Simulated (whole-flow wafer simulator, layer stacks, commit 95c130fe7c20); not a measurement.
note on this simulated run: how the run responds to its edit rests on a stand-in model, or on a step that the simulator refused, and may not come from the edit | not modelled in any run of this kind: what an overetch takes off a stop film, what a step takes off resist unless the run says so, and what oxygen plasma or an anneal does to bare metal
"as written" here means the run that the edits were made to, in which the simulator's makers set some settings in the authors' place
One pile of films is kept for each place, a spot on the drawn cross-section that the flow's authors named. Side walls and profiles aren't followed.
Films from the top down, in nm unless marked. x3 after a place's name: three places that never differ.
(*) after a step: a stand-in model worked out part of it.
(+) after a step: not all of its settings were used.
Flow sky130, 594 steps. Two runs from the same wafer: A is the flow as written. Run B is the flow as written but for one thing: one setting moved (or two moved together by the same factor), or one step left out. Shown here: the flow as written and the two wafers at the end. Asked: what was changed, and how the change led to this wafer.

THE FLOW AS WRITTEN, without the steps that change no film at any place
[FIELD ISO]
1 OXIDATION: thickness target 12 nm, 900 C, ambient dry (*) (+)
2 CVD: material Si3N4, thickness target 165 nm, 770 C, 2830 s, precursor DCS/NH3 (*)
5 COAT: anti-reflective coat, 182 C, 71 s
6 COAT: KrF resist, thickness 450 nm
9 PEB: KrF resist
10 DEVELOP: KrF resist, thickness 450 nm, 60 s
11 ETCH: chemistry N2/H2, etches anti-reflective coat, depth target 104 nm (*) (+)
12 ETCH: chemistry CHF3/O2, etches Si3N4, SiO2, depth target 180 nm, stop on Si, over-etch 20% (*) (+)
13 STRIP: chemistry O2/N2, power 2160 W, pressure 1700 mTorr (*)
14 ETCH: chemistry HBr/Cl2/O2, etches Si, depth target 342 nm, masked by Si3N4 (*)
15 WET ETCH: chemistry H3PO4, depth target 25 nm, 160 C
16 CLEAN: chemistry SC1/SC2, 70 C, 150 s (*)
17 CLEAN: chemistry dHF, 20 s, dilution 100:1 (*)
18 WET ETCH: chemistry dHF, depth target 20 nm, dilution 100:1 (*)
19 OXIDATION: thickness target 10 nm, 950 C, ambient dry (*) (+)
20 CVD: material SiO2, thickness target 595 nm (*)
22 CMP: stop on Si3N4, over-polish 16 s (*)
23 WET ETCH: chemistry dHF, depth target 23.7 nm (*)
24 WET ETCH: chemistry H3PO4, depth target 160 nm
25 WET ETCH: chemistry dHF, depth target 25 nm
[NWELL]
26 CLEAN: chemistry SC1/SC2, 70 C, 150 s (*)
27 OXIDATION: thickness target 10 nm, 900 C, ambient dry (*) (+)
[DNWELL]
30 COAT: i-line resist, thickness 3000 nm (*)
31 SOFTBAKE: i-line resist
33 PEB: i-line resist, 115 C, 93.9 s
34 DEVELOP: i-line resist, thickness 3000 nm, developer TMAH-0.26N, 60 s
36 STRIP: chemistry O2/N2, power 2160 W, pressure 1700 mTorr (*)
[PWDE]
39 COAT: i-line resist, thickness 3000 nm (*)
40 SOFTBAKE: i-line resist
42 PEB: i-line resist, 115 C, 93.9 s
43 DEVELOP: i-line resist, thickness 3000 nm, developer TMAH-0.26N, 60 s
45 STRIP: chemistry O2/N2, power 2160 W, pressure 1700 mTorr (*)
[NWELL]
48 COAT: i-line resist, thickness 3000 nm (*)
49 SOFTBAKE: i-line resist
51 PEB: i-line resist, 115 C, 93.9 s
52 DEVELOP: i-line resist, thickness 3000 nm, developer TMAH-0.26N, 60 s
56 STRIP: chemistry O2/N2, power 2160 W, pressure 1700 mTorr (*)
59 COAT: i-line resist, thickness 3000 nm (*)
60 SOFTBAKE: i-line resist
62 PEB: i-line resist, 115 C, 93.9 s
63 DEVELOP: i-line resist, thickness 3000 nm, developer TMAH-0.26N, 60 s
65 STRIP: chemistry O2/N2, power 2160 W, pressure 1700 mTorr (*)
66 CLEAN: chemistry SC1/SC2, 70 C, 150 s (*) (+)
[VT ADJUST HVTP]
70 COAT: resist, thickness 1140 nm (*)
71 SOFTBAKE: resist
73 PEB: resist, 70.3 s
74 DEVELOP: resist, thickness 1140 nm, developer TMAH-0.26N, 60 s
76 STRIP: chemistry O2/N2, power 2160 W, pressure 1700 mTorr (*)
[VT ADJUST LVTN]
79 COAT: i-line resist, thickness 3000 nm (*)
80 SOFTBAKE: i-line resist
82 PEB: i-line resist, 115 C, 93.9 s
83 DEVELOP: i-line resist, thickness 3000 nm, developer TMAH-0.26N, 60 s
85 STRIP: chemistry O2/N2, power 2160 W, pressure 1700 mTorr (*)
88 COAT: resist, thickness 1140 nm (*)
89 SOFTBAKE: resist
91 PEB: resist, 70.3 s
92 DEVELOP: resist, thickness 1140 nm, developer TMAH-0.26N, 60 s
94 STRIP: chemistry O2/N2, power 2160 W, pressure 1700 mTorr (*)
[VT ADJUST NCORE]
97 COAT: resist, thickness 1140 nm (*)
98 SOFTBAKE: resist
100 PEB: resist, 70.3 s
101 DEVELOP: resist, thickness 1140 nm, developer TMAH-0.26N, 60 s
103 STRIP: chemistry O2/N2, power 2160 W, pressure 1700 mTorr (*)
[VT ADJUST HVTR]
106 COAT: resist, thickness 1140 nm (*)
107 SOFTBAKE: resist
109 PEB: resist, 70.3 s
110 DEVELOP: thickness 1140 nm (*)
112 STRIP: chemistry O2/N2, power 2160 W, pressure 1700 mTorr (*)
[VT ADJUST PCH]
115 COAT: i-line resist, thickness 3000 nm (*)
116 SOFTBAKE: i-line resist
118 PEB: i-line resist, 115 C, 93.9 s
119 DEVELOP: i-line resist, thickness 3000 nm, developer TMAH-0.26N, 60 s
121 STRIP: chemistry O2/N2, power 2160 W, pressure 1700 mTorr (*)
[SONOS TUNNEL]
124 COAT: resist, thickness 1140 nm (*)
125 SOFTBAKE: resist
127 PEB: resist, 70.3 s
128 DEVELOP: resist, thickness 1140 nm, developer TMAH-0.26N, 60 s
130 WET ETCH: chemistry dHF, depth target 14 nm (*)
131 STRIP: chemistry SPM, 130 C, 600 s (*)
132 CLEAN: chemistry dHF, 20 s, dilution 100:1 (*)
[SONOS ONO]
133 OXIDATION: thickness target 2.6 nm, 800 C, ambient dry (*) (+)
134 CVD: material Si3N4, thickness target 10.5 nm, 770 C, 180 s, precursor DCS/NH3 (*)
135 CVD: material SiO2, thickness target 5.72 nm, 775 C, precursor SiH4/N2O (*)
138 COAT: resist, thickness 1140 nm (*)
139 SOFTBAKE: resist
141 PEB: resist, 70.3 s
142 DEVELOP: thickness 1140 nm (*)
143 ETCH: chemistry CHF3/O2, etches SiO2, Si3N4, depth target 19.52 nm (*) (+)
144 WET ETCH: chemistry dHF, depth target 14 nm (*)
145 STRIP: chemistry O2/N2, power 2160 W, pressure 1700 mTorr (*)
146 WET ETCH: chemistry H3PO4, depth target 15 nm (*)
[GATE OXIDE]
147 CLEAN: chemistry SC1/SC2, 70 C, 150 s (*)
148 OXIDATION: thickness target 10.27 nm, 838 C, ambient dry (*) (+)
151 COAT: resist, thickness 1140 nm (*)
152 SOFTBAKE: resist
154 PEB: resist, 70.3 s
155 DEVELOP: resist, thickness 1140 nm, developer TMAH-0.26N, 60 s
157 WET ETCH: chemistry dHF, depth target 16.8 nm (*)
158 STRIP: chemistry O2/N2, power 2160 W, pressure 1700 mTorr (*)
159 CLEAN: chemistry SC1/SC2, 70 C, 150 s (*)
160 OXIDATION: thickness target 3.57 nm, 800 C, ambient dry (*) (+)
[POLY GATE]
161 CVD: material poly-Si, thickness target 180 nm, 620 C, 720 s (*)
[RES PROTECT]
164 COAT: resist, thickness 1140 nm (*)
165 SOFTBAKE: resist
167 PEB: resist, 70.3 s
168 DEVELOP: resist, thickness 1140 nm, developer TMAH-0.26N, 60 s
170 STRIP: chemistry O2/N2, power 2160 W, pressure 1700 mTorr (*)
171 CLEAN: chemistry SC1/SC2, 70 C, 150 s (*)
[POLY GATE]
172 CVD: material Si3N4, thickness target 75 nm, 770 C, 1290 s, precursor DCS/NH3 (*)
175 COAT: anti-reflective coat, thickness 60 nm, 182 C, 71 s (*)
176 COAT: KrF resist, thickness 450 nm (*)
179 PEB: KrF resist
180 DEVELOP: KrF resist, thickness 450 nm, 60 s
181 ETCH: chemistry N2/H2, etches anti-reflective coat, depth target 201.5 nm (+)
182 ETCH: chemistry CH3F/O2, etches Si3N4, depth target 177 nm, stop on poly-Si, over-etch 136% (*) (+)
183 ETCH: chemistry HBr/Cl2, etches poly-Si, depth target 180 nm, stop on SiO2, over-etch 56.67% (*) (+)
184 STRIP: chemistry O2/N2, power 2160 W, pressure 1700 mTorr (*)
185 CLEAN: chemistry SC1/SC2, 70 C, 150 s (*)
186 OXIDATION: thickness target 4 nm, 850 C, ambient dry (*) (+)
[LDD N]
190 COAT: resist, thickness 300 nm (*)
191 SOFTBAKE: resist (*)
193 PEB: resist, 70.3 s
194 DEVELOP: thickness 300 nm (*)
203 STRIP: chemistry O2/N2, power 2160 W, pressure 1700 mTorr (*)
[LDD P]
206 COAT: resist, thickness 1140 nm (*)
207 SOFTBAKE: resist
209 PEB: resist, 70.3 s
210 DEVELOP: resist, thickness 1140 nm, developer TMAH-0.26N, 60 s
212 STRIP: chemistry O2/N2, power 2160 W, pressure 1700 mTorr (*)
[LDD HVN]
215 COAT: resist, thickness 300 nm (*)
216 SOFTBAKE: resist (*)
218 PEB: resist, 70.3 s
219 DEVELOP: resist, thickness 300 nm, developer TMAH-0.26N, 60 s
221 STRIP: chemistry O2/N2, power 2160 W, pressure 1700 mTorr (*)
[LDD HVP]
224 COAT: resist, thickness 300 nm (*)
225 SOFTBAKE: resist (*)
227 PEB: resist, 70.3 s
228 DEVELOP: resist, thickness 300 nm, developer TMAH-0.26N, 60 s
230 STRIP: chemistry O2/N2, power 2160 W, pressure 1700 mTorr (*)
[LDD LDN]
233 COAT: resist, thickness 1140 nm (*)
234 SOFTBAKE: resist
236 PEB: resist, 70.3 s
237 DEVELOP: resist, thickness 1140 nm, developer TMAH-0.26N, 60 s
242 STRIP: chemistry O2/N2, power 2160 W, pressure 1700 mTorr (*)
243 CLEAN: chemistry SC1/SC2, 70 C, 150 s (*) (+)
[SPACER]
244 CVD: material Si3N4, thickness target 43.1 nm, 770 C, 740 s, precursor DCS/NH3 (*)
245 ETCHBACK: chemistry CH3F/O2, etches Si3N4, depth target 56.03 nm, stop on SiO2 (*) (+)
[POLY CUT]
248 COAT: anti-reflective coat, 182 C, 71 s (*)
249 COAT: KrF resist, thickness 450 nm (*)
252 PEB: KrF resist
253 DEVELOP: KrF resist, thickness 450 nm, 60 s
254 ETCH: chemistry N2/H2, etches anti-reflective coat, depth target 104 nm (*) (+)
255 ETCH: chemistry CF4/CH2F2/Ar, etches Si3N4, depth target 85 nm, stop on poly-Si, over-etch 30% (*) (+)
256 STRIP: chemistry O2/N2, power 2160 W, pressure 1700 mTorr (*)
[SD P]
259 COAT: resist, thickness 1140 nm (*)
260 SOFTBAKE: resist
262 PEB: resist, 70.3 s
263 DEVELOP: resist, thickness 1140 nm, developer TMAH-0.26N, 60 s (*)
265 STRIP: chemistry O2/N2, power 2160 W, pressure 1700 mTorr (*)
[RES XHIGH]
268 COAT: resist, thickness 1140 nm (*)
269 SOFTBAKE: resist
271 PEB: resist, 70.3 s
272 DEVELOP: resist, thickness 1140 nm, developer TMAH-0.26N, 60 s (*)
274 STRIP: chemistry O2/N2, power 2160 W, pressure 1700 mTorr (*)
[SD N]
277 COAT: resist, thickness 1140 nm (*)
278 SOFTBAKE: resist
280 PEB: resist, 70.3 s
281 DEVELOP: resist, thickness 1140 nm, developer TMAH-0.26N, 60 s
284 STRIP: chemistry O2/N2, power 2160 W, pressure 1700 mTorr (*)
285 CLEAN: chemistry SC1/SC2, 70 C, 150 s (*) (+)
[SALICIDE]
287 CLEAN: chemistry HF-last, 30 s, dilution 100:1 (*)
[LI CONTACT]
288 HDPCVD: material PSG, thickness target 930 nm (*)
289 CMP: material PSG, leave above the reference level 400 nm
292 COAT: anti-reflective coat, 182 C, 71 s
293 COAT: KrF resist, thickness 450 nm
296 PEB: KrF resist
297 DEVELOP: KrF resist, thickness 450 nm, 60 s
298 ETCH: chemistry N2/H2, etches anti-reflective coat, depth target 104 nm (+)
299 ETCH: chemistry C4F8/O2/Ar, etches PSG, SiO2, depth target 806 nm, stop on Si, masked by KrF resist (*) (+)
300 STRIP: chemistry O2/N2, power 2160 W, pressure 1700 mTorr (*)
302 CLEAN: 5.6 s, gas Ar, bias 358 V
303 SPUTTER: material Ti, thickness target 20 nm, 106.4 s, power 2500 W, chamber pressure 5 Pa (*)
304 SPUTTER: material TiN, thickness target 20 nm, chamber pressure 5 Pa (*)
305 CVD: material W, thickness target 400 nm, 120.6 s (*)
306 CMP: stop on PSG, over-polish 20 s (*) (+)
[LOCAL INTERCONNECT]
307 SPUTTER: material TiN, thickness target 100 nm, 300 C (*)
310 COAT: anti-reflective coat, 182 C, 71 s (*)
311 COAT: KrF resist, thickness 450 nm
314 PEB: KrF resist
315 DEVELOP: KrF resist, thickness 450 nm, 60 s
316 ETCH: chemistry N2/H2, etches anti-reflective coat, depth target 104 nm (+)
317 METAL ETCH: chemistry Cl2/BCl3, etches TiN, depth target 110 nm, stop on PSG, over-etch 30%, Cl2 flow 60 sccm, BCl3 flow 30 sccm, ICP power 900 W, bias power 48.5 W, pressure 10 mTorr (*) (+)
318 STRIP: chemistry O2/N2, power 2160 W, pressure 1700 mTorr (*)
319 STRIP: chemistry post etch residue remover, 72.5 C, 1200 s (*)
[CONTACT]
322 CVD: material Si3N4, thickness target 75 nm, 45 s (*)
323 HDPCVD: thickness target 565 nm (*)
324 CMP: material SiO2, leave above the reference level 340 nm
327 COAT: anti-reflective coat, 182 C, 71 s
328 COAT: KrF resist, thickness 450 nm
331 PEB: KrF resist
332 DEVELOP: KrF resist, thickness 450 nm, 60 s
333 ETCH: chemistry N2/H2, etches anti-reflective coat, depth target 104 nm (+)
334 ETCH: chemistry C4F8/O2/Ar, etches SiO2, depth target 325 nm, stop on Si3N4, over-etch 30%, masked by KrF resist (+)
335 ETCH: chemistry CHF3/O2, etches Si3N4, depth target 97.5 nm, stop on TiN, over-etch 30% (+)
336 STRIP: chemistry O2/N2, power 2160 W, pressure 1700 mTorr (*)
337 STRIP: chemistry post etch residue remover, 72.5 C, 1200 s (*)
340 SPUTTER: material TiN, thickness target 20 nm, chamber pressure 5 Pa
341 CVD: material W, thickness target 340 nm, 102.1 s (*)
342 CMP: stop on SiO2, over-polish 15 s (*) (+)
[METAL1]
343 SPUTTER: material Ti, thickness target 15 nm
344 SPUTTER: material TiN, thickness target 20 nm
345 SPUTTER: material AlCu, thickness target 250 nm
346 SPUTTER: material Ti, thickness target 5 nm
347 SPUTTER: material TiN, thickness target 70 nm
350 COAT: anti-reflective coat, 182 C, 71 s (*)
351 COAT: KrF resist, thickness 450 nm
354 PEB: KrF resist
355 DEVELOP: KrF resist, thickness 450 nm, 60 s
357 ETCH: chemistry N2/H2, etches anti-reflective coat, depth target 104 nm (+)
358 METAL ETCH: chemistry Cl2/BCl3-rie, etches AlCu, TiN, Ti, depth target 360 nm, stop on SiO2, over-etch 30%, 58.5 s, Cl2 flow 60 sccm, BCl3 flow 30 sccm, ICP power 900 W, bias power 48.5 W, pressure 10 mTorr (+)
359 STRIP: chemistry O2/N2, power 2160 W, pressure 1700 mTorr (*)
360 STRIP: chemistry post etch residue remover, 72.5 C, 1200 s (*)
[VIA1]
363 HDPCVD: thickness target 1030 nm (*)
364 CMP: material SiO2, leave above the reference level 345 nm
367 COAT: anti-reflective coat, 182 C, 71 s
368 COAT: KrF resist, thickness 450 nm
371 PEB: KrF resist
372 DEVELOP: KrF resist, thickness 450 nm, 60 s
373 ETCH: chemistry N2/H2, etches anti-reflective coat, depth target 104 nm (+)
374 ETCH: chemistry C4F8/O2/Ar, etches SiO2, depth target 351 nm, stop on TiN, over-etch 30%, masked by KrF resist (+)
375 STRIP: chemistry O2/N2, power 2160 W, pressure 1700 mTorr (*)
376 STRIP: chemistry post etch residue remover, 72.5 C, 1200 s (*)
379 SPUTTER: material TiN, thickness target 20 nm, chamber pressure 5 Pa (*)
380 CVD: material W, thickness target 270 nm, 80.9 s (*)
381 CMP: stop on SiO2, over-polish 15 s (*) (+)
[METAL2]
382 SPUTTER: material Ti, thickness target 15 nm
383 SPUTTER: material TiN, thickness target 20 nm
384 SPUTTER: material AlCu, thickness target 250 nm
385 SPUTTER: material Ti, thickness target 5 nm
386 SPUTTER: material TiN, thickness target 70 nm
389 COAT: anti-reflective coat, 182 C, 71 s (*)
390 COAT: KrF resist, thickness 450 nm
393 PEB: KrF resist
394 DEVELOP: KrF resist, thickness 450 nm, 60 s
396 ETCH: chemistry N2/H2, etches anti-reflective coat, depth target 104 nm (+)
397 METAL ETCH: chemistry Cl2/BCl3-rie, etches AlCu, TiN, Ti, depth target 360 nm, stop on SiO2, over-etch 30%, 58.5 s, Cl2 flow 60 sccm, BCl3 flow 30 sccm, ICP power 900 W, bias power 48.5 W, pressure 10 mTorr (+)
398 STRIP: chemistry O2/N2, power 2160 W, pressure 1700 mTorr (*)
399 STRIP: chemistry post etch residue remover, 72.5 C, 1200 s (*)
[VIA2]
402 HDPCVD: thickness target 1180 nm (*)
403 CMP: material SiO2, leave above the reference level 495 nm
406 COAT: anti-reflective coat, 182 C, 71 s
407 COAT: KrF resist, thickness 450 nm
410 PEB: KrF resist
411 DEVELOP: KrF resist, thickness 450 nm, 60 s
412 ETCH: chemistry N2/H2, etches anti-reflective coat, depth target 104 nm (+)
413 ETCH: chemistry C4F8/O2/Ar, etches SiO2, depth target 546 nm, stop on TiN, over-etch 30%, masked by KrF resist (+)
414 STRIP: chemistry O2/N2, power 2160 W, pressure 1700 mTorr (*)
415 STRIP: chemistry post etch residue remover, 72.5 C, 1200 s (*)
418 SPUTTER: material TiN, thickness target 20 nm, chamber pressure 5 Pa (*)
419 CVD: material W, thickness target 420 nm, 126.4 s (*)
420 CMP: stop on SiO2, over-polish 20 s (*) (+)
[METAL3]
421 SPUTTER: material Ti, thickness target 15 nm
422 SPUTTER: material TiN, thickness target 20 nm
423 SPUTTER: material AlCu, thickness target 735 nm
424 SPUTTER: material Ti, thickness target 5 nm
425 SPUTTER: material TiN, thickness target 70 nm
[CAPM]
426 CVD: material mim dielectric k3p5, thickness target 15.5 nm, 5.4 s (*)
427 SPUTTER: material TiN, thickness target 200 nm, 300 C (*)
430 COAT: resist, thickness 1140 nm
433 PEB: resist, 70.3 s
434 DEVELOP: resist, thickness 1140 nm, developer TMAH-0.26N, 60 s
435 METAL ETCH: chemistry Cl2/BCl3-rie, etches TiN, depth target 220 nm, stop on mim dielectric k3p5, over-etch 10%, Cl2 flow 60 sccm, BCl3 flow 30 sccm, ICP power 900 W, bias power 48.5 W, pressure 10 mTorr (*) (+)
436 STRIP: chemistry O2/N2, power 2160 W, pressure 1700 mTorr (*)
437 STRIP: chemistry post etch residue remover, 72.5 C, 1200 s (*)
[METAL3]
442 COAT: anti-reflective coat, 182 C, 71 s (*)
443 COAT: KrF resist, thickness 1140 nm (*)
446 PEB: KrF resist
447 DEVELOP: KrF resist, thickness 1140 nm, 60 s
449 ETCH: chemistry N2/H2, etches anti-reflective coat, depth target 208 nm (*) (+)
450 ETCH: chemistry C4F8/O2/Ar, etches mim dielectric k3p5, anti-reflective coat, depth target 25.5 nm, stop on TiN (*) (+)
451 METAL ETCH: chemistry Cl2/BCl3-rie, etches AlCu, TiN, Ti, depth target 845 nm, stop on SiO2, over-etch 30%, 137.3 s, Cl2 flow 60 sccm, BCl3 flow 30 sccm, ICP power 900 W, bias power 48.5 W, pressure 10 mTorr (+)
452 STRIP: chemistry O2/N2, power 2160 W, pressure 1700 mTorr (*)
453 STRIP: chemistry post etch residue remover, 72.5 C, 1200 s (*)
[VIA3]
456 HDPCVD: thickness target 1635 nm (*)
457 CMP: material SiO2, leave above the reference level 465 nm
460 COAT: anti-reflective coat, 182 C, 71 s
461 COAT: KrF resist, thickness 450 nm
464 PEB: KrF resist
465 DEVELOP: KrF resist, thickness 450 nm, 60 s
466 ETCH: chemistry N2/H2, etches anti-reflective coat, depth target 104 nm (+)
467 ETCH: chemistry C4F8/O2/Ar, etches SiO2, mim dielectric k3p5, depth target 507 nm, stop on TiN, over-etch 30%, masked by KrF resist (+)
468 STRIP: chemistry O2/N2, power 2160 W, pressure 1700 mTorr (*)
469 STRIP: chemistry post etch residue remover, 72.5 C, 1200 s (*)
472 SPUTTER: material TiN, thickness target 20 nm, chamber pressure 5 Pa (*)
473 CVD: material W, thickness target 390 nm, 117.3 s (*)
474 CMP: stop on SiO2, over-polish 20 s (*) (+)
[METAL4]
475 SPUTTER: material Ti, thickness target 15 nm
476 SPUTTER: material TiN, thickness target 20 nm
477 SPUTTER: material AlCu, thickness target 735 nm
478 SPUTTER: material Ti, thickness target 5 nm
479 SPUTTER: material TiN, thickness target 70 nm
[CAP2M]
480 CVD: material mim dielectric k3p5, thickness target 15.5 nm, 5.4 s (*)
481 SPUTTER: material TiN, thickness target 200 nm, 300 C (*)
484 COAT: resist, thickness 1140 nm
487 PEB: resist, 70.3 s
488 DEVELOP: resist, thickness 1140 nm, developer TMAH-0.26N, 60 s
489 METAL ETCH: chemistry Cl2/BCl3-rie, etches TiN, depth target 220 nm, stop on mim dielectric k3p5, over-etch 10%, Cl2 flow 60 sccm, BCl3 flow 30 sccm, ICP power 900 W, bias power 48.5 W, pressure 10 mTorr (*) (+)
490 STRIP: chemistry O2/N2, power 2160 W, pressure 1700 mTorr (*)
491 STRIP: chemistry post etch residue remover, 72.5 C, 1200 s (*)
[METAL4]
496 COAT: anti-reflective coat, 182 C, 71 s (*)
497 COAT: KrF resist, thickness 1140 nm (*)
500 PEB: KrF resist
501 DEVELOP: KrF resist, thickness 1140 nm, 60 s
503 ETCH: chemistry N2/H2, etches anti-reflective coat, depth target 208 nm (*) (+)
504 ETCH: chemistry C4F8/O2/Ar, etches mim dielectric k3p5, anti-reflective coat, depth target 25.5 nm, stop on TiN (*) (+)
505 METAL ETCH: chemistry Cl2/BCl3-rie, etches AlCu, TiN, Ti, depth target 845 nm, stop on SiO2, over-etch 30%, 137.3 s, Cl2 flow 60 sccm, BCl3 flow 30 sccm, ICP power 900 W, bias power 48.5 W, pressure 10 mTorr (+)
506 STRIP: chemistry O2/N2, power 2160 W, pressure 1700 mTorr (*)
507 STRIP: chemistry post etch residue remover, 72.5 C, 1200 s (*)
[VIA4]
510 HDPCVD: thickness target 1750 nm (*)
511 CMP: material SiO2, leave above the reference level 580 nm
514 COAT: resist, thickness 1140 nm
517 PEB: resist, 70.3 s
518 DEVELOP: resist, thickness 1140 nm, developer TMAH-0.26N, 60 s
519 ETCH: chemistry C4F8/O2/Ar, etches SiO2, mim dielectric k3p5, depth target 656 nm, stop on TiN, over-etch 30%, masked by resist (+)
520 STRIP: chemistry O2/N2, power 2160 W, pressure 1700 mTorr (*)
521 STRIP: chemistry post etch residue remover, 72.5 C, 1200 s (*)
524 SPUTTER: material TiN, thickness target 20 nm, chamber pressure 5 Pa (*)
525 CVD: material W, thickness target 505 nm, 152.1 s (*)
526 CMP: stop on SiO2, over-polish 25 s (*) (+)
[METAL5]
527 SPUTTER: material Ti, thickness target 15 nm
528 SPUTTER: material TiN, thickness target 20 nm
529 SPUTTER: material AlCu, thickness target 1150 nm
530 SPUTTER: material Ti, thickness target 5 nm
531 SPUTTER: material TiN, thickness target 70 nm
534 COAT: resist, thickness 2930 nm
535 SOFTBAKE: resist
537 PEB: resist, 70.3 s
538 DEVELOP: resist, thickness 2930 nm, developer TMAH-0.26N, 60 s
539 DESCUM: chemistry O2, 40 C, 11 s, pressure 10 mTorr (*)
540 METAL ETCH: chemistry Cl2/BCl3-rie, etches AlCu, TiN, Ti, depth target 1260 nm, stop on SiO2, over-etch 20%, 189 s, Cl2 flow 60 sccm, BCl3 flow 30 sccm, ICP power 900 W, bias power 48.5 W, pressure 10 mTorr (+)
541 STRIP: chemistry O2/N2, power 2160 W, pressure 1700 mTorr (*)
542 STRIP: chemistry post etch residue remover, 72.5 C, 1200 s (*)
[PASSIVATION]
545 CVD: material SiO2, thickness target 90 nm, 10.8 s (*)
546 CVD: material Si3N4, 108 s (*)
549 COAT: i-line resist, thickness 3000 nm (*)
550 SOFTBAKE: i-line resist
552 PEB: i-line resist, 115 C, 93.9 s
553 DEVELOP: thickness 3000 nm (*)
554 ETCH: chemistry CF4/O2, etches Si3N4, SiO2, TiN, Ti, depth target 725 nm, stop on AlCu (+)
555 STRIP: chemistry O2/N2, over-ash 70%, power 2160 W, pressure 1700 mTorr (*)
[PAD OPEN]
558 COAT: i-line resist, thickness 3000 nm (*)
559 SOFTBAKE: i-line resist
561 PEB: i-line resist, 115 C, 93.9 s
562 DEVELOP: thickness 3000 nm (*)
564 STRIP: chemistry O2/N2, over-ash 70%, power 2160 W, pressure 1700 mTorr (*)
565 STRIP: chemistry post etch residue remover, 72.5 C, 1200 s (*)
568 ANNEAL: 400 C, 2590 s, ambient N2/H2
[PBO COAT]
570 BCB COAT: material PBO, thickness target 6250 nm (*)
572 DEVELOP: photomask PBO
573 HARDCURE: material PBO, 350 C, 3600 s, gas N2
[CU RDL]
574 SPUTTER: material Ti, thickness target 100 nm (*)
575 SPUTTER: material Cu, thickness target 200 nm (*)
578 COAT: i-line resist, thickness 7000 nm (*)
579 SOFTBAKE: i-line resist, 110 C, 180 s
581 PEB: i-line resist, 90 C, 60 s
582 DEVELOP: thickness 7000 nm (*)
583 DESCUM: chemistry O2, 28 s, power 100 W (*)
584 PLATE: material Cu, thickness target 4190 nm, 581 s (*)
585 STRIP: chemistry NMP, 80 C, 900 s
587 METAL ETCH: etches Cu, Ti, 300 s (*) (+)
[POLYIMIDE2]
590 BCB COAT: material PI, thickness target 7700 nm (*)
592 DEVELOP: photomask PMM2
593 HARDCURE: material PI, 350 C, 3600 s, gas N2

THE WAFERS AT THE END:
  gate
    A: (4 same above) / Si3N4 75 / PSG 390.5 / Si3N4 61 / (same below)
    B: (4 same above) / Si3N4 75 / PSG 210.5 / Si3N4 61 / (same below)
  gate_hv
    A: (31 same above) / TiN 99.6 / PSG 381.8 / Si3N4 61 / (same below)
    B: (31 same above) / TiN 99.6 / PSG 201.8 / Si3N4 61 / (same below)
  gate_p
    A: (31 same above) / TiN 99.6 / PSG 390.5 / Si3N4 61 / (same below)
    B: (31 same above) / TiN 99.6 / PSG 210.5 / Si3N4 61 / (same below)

The cause: step 289, CMP: leave above the reference level 220 nm was run, where the flow has leave above the reference level 400 nm.

How the change led to this, step by step:
  289 CMP: material PSG, leave above the reference level 400 nm
      gate, spacer, gate_p and 34 more: A PSG -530 | B PSG -710
      mim, vpp_sp, vpp_ln and 30 more: A PSG -333.9 | B PSG -513.9
      (and at 122 more places)
  299 ETCH: chemistry C4F8/O2/Ar, etches PSG, SiO2, depth target 806 nm, stop on Si, masked by KrF resist (*) (+)
      field, active, n_well and 184 more: A KrF resist -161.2 | B KrF resist -139.4
      contact, ndiff_licon, ndiff_licon_cpp: A PSG -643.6 (all of it), SiO2 -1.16 (all of it) | B PSG -463.6 (all of it), SiO2 -1.16 (all of it)
      (and at 2 more places)
  300 STRIP: chemistry O2/N2, power 2160 W, pressure 1700 mTorr (*)
      field, active, n_well and 184 more: A KrF resist -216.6 (all of it), anti-reflective coat -80 (all of it) | B KrF resist -238.4 (all of it), anti-reflective coat -80 (all of it)
  303 SPUTTER: material Ti, thickness target 20 nm, 106.4 s, power 2500 W, chamber pressure 5 Pa (*)
      ndiff_licon: A Ti +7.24 (new film) | B Ti +9.62 (new film)
      ndiff_licon_cpp: A Ti +6.53 (new film) | B Ti +8.66 (new film)
      (and at 1 more place)
  304 SPUTTER: material TiN, thickness target 20 nm, chamber pressure 5 Pa (*)
      ndiff_licon: A TiN +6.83 (new film) | B TiN +9.19 (new film)
      ndiff_licon_cpp: A TiN +6.17 (new film) | B TiN +8.29 (new film)
      (and at 1 more place)
  305 CVD: material W, thickness target 400 nm, 120.6 s (*)
      ndiff_licon: A W +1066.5 (new film) | B W +881.8 (new film)
      ndiff_licon_cpp: A W +1067.9 (new film) | B W +883.7 (new film)
      (and at 1 more place)
  306 CMP: stop on PSG, over-polish 20 s (*) (+)
      poly_licon: A W -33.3 | B W -213.3
